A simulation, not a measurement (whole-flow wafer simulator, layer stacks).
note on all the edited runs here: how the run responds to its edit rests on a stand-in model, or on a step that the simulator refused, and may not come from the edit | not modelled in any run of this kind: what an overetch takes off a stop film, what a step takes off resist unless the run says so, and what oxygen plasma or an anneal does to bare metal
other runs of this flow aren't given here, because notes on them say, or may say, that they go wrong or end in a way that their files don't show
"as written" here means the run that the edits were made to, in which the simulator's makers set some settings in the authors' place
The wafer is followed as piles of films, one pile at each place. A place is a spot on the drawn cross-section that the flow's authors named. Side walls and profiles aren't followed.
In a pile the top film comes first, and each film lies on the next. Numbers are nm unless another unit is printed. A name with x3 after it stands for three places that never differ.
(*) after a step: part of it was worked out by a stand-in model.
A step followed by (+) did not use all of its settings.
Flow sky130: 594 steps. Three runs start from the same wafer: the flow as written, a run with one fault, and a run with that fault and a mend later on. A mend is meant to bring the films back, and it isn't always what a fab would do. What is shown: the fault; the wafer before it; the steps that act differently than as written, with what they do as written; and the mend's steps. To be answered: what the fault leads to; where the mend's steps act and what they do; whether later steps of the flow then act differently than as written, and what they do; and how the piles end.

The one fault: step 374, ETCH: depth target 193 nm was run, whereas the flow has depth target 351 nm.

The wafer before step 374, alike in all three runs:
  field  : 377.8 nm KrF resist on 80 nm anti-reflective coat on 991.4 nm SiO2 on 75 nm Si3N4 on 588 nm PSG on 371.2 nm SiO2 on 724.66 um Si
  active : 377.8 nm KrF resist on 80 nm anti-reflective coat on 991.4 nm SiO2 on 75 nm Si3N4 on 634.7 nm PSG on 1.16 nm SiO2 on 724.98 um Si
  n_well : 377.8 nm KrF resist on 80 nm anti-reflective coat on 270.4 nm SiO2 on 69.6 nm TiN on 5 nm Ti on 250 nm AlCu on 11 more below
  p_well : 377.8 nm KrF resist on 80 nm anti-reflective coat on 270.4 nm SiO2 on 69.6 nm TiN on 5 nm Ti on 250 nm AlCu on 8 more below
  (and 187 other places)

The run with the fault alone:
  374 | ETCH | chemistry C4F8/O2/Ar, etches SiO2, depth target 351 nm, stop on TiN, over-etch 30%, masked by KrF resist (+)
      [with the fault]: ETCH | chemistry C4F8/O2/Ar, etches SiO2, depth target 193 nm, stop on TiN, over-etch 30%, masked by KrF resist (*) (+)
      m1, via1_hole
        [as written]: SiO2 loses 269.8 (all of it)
        [with the fault]: SiO2 loses 193
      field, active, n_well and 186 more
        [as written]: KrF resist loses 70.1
        [with the fault]: KrF resist loses 38.6
  Steps later in the flow that act otherwise than as written (8 other steps are not shown; they differ only slightly, by no more than 2% or 0.5 nm, whichever is larger):
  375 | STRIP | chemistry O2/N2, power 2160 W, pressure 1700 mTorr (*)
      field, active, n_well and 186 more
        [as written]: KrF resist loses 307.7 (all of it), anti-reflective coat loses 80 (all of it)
        [with the fault]: KrF resist loses 339.2 (all of it), anti-reflective coat loses 80 (all of it)
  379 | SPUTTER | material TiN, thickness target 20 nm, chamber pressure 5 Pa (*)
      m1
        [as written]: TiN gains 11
        [with the fault]: TiN gains 12.5 (new film)
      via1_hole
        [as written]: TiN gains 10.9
        [with the fault]: TiN gains 12.5 (new film)
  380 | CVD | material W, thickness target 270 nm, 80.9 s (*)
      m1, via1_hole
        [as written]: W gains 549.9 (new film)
        [with the fault]: W gains 471.1 (new film)
  At m1, via1_hole, the piles at the end differ from the flow's by more than 2% or 0.5 nm, whichever is larger.
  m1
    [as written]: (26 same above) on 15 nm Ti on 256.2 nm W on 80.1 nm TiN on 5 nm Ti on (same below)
    [with the fault]: (26 same above) on 15 nm Ti on 177.5 nm W on 12.5 nm TiN on 76.8 nm SiO2 on 69.6 nm TiN on 5 nm Ti on (same below)
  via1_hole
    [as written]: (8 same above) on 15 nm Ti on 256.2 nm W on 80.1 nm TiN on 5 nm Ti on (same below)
    [with the fault]: (8 same above) on 15 nm Ti on 177.5 nm W on 12.5 nm TiN on 76.8 nm SiO2 on 69.6 nm TiN on 5 nm Ti on (same below)

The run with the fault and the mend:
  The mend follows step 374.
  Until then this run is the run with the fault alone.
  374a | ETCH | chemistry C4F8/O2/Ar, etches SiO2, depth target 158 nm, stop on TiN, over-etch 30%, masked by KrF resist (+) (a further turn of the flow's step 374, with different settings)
      field, active, n_well and 186 more
        KrF resist loses 20
      m1, via1_hole
        SiO2 loses 76.8 (all of it)
  Steps later in the flow that act otherwise than as written:
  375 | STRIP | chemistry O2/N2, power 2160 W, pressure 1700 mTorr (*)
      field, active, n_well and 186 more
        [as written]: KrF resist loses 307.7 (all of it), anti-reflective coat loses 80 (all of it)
        [with the mend]: KrF resist loses 319.3 (all of it), anti-reflective coat loses 80 (all of it)
  The piles end the same as the flow's at every place that both follow.
